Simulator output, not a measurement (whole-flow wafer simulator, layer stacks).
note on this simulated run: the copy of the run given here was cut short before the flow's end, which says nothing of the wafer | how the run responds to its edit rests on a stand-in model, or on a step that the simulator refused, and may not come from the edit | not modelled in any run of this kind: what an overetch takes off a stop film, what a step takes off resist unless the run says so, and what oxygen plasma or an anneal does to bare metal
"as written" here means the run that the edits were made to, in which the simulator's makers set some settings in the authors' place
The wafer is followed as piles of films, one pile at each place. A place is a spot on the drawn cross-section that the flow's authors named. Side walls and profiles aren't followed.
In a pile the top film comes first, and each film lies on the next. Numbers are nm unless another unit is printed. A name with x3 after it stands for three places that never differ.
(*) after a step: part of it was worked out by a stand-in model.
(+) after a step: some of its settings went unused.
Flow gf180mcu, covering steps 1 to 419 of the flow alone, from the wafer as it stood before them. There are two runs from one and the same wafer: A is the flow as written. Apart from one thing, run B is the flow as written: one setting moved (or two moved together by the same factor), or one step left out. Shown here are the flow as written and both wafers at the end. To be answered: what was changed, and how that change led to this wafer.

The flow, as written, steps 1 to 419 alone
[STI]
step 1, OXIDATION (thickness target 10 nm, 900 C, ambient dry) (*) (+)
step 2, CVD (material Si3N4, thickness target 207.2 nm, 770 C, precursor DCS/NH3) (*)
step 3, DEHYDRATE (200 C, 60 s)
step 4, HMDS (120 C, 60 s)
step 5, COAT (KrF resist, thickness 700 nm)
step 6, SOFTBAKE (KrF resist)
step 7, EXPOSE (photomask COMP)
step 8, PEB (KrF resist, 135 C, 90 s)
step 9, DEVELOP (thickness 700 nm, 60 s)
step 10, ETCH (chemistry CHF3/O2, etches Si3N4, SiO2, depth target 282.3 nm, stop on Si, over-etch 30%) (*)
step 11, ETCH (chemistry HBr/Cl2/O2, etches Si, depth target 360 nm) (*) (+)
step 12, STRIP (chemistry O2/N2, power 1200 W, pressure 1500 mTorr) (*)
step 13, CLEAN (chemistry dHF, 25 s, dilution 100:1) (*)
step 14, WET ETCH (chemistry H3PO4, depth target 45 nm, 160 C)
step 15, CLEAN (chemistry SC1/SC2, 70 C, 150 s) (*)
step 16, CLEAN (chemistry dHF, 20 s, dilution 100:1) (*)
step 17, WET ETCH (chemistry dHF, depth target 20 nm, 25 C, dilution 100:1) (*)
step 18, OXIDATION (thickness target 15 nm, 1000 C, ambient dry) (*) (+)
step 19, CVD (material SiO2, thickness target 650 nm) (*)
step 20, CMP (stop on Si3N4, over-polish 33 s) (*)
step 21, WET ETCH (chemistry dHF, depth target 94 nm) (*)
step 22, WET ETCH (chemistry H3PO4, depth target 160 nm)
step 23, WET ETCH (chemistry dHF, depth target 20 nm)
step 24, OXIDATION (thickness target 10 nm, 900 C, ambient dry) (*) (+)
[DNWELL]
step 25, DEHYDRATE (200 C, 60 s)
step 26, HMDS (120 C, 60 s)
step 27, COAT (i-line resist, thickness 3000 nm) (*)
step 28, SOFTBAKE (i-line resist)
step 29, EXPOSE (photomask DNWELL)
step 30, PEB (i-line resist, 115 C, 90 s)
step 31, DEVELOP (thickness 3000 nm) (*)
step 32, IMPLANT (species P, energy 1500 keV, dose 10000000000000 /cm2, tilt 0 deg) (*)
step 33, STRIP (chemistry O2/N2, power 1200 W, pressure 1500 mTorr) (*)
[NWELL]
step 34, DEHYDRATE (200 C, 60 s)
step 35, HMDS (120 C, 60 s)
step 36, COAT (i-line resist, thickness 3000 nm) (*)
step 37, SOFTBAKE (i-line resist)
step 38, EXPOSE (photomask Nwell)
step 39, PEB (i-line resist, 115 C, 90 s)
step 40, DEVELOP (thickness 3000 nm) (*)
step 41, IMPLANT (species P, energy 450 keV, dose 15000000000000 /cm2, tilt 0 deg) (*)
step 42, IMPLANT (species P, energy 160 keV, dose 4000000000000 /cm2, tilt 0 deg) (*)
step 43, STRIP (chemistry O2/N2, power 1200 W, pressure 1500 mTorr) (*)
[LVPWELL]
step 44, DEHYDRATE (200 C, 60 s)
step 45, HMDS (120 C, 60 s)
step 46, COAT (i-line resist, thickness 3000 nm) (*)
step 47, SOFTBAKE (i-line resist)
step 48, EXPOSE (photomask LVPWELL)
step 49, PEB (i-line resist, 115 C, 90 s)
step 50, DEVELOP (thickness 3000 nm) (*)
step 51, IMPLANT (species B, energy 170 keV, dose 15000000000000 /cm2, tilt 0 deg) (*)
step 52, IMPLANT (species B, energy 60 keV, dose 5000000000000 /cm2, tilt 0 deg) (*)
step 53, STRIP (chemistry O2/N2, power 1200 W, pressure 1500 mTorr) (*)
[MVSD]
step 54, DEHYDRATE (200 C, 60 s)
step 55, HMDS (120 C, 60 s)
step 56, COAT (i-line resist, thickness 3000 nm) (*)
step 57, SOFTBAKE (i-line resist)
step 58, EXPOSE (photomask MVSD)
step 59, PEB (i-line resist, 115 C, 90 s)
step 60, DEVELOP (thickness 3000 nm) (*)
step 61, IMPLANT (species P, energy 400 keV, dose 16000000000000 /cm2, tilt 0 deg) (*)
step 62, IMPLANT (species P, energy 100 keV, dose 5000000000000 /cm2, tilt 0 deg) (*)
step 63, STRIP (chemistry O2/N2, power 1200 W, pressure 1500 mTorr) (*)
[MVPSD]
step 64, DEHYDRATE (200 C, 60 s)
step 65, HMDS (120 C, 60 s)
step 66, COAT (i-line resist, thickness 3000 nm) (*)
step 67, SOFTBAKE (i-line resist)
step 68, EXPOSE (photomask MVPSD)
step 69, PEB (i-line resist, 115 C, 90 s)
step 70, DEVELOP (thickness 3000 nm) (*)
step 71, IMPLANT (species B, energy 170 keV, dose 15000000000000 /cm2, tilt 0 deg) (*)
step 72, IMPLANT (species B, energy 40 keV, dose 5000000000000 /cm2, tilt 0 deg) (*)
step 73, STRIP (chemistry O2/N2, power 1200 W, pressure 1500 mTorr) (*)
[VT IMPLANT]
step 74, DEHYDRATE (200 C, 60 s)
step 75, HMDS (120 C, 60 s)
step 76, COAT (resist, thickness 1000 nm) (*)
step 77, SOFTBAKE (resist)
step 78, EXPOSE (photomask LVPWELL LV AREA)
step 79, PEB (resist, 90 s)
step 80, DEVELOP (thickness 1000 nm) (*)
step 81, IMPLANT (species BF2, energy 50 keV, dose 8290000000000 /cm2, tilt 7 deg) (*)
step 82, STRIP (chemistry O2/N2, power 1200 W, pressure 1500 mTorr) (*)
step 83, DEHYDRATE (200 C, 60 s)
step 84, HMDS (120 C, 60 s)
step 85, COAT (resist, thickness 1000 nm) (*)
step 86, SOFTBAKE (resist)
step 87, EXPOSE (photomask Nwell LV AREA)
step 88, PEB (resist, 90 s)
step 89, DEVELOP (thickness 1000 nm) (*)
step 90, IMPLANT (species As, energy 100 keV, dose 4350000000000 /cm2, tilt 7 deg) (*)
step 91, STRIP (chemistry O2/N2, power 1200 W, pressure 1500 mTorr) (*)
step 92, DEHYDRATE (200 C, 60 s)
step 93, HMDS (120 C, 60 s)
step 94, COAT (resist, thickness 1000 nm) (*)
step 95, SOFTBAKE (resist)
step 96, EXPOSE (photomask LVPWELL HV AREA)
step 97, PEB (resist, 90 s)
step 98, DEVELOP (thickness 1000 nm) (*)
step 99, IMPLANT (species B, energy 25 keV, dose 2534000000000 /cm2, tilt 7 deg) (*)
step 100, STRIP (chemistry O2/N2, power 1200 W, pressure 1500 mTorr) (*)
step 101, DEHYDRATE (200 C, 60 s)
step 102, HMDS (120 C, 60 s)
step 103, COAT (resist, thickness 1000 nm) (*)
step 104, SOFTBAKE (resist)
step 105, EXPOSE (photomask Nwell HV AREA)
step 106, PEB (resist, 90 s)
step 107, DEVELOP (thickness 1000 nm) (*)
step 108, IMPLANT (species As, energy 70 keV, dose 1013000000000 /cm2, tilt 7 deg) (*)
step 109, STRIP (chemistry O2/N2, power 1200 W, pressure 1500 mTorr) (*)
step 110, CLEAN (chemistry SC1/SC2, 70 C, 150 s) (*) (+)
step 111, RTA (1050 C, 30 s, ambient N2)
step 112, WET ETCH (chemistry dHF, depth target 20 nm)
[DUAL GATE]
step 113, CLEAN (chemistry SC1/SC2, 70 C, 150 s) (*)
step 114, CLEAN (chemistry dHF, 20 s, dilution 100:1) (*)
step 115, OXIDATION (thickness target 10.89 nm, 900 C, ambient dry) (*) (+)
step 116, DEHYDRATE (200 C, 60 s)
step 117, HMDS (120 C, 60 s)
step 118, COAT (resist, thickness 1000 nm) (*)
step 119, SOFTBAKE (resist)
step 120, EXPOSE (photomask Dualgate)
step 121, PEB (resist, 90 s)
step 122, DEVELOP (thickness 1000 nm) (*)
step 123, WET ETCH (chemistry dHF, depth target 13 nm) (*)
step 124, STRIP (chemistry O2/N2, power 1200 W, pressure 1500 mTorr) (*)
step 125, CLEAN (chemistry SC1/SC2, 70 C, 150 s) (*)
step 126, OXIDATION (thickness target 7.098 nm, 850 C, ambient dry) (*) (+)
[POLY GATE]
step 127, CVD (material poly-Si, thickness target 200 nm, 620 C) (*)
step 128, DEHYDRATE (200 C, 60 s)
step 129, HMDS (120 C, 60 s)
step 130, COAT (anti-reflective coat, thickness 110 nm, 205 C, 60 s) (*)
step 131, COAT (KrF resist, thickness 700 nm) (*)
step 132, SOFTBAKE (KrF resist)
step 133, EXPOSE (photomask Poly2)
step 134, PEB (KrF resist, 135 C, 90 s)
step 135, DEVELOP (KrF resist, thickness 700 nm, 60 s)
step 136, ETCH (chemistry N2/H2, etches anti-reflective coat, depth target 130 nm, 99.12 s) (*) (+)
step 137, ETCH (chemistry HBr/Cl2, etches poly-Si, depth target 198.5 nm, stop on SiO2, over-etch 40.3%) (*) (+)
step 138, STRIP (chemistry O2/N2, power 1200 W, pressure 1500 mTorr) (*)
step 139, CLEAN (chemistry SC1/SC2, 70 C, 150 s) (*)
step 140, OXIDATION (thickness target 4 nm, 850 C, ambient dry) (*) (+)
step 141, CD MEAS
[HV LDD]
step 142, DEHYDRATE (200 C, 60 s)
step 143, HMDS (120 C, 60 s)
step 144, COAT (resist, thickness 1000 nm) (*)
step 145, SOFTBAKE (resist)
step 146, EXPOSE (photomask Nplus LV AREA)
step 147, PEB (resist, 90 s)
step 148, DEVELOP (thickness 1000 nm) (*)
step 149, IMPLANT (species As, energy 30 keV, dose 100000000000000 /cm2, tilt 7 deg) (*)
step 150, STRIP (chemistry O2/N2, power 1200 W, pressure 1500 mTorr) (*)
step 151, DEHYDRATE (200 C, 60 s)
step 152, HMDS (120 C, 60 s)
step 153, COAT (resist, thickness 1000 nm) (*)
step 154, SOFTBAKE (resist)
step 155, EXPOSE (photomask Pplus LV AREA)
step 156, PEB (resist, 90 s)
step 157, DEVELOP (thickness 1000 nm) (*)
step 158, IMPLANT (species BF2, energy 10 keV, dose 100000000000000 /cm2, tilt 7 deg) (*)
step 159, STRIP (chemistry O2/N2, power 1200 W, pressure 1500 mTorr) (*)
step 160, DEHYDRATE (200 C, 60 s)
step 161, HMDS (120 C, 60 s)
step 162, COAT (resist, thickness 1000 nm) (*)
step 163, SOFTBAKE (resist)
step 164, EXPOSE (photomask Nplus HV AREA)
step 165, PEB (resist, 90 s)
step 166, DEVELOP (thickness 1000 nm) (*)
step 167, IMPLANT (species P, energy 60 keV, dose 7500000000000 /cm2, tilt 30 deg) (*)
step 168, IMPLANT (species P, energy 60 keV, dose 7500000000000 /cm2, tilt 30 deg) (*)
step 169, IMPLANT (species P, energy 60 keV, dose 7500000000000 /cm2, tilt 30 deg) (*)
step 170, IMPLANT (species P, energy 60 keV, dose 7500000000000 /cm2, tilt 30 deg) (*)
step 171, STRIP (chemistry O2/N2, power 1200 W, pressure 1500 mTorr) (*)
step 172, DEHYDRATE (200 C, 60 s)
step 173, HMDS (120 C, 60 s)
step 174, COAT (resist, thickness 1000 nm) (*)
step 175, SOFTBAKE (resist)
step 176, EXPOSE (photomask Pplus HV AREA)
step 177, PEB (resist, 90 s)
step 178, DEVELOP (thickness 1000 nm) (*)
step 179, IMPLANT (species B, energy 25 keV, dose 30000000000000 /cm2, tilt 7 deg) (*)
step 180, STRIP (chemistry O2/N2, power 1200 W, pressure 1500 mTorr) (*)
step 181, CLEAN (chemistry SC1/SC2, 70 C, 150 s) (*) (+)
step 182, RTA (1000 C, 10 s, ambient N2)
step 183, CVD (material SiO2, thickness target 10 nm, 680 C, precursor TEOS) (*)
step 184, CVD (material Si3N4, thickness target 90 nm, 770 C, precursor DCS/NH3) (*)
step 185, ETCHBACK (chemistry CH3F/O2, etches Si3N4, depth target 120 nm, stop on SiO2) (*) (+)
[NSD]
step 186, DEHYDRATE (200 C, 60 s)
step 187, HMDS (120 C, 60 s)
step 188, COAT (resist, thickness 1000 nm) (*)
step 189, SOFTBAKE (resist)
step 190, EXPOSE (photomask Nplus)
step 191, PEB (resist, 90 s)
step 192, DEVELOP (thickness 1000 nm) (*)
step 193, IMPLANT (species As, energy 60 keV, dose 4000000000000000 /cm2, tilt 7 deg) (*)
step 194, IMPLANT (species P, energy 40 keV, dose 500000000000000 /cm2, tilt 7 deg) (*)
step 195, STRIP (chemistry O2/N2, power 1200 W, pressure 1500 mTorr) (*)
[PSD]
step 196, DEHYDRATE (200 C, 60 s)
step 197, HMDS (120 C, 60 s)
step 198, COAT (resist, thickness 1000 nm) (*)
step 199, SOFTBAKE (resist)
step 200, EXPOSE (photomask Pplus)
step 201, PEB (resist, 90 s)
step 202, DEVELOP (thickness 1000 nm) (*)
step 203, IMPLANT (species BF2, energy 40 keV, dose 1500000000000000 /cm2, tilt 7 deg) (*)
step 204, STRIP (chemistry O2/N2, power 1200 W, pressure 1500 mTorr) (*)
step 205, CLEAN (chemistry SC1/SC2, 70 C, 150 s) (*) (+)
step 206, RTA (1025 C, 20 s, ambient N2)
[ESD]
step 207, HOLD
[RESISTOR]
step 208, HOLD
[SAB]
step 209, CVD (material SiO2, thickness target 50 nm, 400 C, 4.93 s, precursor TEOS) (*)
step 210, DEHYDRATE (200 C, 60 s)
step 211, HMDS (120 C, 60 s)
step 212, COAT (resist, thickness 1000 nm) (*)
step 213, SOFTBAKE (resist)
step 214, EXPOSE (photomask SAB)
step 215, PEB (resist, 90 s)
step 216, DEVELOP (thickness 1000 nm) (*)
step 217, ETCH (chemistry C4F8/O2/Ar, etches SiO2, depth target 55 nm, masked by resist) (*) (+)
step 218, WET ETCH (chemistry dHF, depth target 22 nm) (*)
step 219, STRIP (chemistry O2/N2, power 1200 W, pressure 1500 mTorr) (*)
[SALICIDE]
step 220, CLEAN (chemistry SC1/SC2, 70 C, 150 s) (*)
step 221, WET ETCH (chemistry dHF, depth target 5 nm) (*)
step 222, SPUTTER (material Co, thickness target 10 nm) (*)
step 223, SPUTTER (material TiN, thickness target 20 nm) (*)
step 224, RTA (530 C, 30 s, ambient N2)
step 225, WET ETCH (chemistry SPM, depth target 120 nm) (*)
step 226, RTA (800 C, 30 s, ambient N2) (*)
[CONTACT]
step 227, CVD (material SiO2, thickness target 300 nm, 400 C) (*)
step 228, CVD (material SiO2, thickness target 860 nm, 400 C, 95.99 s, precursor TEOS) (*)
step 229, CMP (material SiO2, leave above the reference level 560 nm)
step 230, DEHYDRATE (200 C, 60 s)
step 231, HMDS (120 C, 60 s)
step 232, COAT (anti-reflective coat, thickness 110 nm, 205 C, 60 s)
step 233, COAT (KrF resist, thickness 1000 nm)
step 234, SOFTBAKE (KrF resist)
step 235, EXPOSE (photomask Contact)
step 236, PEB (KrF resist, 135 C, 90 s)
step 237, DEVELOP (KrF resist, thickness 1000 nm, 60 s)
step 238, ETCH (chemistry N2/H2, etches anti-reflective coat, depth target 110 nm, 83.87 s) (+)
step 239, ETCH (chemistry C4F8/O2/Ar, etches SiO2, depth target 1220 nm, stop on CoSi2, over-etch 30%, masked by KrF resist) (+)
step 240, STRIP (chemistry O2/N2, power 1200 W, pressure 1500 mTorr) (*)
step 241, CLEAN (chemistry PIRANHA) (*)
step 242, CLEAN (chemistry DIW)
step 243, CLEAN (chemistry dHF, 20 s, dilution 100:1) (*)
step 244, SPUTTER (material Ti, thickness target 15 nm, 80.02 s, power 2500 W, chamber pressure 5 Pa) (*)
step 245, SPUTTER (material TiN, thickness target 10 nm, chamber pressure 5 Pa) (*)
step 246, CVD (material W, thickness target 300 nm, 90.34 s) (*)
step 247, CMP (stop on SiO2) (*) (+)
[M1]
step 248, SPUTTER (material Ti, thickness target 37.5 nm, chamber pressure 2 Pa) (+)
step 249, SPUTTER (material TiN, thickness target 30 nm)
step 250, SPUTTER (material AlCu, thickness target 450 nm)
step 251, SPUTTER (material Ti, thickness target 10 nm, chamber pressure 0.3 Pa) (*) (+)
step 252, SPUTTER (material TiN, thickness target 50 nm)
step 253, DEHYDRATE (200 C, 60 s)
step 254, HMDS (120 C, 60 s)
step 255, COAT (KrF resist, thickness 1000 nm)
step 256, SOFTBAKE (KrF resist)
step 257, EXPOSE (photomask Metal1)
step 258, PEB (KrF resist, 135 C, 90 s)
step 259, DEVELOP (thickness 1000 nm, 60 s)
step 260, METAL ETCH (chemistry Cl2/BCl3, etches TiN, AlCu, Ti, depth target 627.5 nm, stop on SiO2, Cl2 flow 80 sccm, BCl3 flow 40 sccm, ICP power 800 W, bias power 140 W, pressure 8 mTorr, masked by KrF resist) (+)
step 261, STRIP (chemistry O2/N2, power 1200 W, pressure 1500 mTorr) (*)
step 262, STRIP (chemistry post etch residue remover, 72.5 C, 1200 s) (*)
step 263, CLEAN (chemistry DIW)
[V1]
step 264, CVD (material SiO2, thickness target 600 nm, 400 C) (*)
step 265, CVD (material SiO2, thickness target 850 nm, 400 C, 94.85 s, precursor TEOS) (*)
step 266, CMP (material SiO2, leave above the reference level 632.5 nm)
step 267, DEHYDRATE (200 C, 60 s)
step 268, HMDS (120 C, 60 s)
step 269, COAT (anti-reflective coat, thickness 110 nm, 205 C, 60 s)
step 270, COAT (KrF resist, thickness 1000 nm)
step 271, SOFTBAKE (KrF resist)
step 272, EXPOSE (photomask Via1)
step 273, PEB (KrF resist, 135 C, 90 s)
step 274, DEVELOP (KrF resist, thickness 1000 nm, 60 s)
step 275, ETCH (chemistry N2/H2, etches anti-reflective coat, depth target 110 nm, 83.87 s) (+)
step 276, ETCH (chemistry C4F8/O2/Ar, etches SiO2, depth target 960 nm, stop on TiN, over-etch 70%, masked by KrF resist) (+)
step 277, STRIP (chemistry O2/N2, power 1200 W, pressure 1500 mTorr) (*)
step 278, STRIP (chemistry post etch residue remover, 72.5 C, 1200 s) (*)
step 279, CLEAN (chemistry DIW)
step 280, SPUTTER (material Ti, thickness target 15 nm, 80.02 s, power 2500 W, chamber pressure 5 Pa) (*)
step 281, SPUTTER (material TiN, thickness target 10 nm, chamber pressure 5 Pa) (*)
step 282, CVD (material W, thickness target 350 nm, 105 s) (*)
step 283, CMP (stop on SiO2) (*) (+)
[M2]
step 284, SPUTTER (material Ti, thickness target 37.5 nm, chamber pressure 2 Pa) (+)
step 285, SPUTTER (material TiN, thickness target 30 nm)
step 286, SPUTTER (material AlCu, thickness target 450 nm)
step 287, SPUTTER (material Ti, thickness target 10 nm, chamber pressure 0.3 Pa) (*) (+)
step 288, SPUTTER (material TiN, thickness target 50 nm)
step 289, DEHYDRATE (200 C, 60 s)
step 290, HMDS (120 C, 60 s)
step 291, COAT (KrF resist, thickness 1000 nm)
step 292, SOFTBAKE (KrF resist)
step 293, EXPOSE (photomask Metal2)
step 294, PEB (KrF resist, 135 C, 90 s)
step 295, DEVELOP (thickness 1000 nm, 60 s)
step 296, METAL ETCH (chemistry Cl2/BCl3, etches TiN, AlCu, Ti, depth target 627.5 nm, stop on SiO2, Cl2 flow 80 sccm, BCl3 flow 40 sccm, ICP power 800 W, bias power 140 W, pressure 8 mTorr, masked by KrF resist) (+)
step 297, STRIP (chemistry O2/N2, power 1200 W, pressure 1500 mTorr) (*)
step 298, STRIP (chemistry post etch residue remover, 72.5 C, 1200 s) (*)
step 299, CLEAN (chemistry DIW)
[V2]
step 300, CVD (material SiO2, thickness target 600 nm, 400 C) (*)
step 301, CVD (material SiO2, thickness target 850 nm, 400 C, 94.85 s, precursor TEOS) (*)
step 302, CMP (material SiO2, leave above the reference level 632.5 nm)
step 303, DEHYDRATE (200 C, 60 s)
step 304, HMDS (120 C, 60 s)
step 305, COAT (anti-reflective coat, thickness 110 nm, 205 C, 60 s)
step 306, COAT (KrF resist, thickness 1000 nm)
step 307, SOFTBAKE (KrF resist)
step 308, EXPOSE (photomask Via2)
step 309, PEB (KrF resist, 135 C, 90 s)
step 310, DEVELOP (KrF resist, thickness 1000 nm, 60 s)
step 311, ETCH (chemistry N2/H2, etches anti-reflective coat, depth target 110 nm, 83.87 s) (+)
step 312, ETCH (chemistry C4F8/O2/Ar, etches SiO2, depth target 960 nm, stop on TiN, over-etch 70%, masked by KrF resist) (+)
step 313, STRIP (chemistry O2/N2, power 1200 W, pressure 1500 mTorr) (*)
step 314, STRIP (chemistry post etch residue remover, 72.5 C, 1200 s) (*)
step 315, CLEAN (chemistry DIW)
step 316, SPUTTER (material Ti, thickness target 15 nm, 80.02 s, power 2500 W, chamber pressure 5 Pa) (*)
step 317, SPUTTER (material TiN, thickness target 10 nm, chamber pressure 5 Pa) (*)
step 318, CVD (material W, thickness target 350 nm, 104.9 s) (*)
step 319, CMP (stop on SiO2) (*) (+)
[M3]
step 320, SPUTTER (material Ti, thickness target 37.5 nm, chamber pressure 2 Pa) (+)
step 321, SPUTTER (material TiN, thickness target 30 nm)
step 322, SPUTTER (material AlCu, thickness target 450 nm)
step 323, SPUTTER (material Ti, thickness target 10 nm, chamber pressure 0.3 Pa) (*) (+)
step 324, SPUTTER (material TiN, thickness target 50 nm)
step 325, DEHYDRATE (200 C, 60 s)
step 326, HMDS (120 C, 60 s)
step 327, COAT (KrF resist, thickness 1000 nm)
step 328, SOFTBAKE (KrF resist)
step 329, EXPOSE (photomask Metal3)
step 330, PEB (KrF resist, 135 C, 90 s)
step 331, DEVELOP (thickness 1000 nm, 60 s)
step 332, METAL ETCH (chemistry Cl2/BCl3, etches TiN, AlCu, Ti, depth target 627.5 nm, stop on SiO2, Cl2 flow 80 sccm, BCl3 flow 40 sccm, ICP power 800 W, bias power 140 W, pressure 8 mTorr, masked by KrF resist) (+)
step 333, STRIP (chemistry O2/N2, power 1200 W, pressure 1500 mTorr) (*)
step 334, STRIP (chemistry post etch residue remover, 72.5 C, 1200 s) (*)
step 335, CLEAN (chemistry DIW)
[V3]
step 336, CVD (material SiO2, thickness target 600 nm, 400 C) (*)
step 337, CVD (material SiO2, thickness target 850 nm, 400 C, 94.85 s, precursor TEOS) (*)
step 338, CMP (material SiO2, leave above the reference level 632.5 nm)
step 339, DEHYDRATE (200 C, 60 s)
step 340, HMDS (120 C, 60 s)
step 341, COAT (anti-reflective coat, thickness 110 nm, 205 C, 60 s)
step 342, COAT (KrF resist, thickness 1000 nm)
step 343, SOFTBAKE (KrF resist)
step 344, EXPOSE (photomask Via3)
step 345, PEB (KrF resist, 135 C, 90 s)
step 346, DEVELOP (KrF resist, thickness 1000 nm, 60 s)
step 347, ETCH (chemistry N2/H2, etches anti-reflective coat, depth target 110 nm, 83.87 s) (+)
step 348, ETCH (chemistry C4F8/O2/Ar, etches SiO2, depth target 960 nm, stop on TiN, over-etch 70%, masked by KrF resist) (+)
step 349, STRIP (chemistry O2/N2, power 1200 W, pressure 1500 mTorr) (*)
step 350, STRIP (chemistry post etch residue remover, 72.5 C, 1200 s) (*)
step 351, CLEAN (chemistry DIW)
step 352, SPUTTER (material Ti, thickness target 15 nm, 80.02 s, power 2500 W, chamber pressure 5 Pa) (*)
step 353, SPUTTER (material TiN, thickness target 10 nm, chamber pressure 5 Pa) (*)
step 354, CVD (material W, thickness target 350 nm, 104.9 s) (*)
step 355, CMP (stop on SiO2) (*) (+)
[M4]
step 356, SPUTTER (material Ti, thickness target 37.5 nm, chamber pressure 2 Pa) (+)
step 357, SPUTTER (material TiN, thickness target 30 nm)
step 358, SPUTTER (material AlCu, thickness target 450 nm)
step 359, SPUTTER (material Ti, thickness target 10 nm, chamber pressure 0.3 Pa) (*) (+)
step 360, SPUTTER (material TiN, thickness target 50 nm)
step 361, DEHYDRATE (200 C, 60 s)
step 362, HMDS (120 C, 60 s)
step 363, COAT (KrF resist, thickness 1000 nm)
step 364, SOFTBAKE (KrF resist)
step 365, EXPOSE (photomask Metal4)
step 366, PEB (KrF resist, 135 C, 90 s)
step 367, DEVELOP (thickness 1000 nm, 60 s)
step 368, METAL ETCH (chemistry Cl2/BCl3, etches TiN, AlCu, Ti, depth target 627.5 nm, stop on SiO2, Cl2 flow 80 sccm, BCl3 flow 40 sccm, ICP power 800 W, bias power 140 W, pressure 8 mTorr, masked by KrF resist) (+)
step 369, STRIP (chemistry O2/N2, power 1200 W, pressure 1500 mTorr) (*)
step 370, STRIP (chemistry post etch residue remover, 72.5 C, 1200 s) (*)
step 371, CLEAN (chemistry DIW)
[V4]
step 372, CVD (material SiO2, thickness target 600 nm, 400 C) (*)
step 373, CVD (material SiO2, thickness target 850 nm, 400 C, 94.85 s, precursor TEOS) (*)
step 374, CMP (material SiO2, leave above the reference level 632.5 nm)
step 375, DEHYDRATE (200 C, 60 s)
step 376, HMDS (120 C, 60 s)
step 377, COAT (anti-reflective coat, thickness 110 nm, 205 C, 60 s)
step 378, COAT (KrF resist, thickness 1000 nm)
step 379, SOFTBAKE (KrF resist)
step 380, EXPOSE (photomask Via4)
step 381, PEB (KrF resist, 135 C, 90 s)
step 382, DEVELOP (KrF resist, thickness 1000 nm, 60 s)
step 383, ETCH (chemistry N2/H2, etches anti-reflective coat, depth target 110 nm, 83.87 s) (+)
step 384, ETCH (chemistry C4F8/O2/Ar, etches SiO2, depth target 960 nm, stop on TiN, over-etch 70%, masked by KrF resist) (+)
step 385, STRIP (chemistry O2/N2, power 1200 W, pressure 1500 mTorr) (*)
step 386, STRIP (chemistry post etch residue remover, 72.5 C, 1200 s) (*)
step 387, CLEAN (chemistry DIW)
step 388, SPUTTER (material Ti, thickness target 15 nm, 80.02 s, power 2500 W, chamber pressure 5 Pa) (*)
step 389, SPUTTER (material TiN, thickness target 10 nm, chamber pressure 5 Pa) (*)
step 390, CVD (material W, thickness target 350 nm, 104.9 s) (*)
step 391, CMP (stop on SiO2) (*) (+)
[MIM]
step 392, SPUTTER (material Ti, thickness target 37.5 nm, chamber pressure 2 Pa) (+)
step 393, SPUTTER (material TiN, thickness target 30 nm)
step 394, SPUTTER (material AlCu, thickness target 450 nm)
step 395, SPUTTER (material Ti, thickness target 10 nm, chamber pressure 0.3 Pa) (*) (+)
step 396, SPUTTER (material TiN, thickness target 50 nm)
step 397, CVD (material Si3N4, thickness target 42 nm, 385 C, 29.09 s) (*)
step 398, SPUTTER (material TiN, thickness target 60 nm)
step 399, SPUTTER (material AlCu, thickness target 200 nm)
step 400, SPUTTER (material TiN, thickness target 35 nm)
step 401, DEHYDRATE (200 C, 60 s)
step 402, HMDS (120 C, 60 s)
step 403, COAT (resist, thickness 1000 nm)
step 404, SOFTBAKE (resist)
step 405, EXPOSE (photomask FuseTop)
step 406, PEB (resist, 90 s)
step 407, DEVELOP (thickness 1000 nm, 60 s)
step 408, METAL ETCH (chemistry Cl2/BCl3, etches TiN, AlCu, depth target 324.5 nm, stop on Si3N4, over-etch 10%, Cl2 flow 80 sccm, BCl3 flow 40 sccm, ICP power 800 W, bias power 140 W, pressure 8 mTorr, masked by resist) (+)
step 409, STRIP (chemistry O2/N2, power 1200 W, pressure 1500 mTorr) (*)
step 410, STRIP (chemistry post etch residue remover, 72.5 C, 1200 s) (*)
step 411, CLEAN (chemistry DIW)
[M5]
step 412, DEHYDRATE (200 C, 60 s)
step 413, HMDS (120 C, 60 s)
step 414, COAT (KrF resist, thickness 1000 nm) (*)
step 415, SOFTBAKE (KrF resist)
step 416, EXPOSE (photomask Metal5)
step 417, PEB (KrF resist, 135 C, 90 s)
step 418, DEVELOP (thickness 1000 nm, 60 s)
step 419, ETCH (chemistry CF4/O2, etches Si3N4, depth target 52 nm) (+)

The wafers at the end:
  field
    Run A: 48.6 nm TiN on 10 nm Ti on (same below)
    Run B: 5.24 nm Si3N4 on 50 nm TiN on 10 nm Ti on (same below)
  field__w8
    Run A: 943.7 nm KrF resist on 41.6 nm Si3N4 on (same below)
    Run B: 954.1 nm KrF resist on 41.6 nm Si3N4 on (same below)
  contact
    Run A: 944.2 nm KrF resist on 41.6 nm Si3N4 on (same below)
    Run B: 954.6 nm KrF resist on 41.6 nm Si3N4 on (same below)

Cause: step 419, ETCH: depth target 36.4 nm was run, whereas the flow has depth target 52 nm.

The path from the change to this, step by step:
  step 419, ETCH (chemistry CF4/O2, etches Si3N4, depth target 52 nm) (+)
      field, field__w1, field__w2 and 101 more: A -41.6 Si3N4 (all of it), -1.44 TiN | B -36.4 Si3N4
      field__w4, field__w8, contact, m1, m1__w1, mim, mim_1p0, m1_nw: A -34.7 KrF resist | B -24.3 KrF resist
